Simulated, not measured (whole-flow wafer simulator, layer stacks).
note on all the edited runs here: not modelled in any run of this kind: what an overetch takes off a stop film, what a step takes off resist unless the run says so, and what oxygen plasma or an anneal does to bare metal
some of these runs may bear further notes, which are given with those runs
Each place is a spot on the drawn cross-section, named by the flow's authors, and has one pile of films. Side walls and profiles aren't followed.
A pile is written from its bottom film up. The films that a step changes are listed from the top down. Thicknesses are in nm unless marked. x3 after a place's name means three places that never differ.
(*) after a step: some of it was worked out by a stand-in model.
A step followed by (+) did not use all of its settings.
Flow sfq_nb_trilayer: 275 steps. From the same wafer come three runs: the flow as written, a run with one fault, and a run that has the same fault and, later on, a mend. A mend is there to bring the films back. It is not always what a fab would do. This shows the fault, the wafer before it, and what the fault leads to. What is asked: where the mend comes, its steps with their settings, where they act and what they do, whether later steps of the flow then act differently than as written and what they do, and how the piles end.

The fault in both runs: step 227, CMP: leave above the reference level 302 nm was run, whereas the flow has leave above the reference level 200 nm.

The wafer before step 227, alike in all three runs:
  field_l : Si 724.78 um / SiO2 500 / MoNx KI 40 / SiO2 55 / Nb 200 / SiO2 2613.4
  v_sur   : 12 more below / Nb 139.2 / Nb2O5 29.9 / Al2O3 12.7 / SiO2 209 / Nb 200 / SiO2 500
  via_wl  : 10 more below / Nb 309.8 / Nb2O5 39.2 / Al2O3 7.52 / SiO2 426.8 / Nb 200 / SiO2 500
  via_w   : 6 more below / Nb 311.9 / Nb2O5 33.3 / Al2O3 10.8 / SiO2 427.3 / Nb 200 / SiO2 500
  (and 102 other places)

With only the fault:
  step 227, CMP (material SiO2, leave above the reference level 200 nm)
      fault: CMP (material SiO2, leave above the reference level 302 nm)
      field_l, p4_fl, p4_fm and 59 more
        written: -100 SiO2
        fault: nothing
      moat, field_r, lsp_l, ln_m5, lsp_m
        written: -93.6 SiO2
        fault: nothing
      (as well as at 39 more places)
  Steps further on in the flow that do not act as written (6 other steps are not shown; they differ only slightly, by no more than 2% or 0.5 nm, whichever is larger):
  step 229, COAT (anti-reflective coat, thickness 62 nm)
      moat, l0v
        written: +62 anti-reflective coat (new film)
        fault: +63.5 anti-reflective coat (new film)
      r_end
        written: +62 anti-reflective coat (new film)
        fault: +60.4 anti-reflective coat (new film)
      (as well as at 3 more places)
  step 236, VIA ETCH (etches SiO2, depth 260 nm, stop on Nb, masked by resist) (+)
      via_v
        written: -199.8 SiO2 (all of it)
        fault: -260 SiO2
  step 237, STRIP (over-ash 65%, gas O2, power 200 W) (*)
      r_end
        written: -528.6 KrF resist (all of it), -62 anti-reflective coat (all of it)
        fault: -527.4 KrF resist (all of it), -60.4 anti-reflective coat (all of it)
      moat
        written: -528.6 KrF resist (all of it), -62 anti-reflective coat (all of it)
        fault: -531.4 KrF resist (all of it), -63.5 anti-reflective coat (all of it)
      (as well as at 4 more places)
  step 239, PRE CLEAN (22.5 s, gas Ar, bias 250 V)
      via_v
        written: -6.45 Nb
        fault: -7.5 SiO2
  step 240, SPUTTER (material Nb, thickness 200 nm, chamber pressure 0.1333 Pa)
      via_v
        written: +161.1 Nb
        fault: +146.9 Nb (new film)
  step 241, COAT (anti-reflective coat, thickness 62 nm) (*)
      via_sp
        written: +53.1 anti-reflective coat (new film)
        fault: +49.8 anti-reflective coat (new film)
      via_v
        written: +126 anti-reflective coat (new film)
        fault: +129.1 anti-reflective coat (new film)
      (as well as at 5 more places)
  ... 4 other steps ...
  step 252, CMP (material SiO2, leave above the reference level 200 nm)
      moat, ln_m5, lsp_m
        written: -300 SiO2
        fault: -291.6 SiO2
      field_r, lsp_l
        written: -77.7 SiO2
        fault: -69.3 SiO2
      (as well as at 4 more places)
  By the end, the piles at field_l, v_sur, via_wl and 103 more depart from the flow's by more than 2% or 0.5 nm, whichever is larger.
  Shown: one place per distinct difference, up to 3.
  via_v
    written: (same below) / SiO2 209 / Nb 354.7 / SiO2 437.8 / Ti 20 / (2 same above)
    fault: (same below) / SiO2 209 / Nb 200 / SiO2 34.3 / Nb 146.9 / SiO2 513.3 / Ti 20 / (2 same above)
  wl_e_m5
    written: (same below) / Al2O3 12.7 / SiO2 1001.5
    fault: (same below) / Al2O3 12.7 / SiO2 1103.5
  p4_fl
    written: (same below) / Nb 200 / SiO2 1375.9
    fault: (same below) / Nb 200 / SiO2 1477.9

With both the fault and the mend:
  The mend stands after step 228.
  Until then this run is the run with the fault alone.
  step 228a, CMP (material SiO2, leave above the reference level 200 nm) (a further turn of the flow's step 227)
      field_l, p4_fl, p4_fm and 59 more
        -100 SiO2
      v_sur, via_wl, via_w and 33 more
        -102 SiO2
      moat, field_r, lsp_l, ln_m5, lsp_m
        -93.6 SiO2
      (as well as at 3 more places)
  Later steps of the flow that are run all act as written at every place that is followed.
  At every place that both follow, the piles at the end match the flow's.
